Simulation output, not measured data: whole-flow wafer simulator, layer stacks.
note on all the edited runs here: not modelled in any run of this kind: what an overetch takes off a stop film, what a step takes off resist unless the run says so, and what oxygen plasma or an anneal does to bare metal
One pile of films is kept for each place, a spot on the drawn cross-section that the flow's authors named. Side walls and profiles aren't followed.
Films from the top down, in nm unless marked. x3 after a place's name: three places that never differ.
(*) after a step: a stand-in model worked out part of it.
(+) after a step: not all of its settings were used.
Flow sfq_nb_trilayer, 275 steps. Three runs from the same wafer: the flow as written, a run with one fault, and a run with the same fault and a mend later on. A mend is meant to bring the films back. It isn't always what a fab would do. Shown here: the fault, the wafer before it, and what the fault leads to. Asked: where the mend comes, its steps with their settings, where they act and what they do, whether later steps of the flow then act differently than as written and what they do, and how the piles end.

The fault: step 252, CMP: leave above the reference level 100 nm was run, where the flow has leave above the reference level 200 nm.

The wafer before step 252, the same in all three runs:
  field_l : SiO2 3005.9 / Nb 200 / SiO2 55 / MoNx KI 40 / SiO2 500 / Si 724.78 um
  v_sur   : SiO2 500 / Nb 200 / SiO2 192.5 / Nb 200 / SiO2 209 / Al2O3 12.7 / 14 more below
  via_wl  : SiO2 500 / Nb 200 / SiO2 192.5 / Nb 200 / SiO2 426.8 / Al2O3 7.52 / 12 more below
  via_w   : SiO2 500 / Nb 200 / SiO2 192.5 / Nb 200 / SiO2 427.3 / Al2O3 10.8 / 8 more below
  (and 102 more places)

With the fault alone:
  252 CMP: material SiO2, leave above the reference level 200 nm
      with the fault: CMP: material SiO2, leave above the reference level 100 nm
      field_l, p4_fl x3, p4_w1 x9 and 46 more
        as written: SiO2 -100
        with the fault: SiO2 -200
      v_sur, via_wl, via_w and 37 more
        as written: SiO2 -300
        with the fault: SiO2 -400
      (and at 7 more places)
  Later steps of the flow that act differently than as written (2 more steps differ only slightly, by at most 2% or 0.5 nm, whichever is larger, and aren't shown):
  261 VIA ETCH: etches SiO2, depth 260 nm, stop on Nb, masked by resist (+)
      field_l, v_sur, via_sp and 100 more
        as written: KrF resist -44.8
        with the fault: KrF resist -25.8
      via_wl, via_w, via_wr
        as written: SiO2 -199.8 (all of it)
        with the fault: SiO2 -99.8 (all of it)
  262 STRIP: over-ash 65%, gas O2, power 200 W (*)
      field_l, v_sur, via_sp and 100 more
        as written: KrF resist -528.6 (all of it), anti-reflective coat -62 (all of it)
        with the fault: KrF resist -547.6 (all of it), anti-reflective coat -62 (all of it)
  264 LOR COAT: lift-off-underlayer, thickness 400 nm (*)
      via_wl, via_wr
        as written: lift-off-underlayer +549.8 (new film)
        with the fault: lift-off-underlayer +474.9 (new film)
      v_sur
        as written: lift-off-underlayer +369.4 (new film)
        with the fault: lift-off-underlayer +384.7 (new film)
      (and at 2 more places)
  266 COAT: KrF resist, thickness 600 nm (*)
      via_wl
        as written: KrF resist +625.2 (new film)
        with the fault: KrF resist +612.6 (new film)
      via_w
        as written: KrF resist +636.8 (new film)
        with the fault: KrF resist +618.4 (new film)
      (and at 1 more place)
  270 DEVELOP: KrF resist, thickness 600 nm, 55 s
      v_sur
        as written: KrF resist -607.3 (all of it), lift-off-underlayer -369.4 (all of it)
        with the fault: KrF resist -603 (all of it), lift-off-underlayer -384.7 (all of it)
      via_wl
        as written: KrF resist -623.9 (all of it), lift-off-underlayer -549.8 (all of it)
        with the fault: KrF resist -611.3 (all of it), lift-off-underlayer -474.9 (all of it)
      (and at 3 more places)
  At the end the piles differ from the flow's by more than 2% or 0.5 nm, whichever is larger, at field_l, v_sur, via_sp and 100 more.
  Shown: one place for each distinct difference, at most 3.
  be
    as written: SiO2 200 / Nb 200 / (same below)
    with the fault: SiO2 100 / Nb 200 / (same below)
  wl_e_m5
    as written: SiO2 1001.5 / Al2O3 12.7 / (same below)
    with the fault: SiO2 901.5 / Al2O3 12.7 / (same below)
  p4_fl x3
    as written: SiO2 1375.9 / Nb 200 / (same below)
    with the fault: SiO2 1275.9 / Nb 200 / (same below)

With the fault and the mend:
  The mend comes after step 259.
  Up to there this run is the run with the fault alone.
  259a STRIP: over-ash 65%, gas O2, power 200 W (*)
      field_l, v_sur, via_sp and 100 more
        KrF resist -625.1 (all of it), anti-reflective coat -62 (all of it)
      via_wl, via_w, via_wr
        anti-reflective coat -62 (all of it)
  259b PECVD: material SiO2, thickness 100 nm, 150 C, 22.22 s, RF power 183.3 W, pressure 2.4 Torr, precursor SiH4/N2O (the flow's step 251 once more, with other settings)
      field_l, v_sur, via_wl and 103 more
        SiO2 +100
  259c COAT: anti-reflective coat, thickness 62 nm (the flow's step 254 once more)
      field_l, v_sur, via_wl and 103 more
        anti-reflective coat +62 (new film)
  259d COAT: KrF resist, thickness 650 nm (the flow's step 255 once more)
      field_l, v_sur, via_wl and 103 more
        KrF resist +650 (new film)
  259e SOFTBAKE: KrF resist (the flow's step 256 once more)
      changes no film at any place that is followed
  259f EXPOSE: photomask I7, dose 11.93 mJ/cm2, NA 0.6, wavelength 248 nm (*) (the flow's step 257 once more)
      changes no film at any place that is followed
  259g PEB: KrF resist, 90 s (the flow's step 258 once more)
      field_l, v_sur, via_wl and 103 more
        KrF resist -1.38
  259h DEVELOP: KrF resist, thickness 650 nm, 60 s (the flow's step 259 once more)
      field_l, v_sur, via_sp and 100 more
        KrF resist -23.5
      via_wl, via_w, via_wr
        KrF resist -648.6 (all of it)
  No later step of the flow acts differently than as written at any place that is followed.
  At the end the piles are the same as the flow's at every place that both follow.
